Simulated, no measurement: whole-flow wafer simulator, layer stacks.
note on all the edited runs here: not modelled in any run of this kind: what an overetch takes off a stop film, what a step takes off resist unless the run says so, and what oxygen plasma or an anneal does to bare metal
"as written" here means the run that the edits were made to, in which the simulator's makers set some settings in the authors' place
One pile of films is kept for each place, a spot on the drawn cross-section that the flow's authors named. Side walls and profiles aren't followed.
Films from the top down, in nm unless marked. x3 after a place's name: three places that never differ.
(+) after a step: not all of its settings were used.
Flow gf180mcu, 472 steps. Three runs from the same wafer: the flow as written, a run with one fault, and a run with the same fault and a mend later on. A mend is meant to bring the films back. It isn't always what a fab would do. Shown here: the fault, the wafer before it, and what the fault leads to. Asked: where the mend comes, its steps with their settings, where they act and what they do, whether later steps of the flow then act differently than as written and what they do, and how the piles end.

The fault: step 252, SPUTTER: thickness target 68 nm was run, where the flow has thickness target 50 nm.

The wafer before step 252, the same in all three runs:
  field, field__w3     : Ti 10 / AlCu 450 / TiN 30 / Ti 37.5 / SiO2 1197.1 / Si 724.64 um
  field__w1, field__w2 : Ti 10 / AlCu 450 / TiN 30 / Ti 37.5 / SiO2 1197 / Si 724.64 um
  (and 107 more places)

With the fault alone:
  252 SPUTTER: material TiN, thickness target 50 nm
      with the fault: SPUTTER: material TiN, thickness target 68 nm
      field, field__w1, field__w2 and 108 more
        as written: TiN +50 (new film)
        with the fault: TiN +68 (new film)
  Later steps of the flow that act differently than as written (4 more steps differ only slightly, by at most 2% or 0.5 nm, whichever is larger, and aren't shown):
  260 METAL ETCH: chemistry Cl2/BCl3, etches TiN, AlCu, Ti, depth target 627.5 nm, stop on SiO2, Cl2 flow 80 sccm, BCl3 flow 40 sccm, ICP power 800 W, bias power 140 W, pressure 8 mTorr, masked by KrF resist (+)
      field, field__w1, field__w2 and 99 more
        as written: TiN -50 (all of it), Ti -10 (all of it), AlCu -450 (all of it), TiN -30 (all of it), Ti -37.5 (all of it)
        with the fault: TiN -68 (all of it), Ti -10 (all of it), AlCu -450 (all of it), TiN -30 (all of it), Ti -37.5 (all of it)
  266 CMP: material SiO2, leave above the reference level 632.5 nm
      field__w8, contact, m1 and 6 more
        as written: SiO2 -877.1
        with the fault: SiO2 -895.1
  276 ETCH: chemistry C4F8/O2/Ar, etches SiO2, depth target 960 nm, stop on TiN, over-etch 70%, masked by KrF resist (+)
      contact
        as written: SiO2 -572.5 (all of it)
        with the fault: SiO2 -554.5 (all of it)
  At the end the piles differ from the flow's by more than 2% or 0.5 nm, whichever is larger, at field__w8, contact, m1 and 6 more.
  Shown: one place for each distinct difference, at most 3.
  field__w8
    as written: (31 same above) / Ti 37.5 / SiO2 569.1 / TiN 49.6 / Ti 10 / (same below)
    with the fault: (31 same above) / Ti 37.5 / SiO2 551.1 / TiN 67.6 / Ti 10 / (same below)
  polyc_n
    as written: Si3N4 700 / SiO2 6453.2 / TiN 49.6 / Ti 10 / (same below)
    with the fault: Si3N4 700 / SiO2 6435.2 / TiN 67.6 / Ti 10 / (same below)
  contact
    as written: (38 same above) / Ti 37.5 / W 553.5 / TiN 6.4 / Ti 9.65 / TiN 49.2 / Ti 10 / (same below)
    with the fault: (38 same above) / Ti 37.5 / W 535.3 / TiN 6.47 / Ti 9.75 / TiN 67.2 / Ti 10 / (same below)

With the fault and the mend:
  The mend comes after step 252.
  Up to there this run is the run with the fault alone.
  252a METAL ETCH: chemistry Cl2/BCl3, etches TiN, AlCu, Ti, depth target 18 nm, Cl2 flow 80 sccm, BCl3 flow 40 sccm, ICP power 800 W, bias power 140 W, pressure 8 mTorr
      field, field__w1, field__w2 and 108 more
        TiN -18
  No later step of the flow acts differently than as written at any place that is followed.
  At the end the piles are the same as the flow's at every place that both follow.
